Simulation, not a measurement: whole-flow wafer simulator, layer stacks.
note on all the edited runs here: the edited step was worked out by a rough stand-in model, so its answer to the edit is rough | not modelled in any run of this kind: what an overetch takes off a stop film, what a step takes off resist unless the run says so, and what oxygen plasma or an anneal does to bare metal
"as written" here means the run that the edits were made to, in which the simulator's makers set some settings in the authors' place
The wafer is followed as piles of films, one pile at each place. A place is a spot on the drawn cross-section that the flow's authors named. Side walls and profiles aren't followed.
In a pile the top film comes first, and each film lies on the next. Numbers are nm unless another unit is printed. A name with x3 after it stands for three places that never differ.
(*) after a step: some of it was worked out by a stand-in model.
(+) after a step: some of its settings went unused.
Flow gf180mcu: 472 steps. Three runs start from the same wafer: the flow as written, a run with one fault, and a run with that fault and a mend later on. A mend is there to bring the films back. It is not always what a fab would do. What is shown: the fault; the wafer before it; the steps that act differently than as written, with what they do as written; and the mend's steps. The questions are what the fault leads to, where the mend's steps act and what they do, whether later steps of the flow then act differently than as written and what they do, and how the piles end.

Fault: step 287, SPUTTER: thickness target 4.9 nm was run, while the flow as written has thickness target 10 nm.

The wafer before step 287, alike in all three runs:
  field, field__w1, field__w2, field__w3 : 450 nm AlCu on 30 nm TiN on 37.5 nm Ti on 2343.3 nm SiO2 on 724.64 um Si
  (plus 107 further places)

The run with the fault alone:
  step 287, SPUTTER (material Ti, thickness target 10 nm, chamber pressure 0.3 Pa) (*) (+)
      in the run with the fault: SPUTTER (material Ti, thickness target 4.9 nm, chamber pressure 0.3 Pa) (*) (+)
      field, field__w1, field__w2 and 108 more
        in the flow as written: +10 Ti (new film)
        in the run with the fault: +4.9 Ti (new film)
  Steps later in the flow that act otherwise than as written (not shown: 5 more steps that differ only slightly, by at most 2% or 0.5 nm, whichever is larger):
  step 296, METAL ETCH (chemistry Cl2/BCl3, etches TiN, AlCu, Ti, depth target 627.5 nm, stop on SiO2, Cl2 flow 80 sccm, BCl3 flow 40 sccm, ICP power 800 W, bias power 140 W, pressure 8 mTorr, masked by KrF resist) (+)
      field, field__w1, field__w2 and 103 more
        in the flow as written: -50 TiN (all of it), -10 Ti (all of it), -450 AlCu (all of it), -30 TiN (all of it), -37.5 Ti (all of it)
        in the run with the fault: -50 TiN (all of it), -4.9 Ti (all of it), -450 AlCu (all of it), -30 TiN (all of it), -37.5 Ti (all of it)
  The piles end different from the flow's at field__w8, contact, m1, m1__w1, m1_nw by more than 2% or 0.5 nm, whichever is larger.
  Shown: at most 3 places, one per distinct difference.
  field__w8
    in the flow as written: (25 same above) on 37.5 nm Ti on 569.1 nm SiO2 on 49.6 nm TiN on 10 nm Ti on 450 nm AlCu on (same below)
    in the run with the fault: (25 same above) on 37.5 nm Ti on 574.2 nm SiO2 on 49.6 nm TiN on 4.9 nm Ti on 450 nm AlCu on (same below)
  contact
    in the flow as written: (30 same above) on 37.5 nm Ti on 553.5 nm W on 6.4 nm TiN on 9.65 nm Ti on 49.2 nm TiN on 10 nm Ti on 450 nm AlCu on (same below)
    in the run with the fault: (30 same above) on 37.5 nm Ti on 558.6 nm W on 6.38 nm TiN on 9.62 nm Ti on 49.2 nm TiN on 4.9 nm Ti on 450 nm AlCu on (same below)

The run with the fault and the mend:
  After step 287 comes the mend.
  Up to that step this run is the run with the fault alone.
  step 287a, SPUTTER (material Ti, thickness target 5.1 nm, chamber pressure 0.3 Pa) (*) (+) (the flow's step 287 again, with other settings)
      field, field__w1, field__w2 and 108 more
        +5.1 Ti
  Every later step of the flow that is run acts as written at every place that is followed.
  By the end, the piles equal the flow's at every place that both follow.
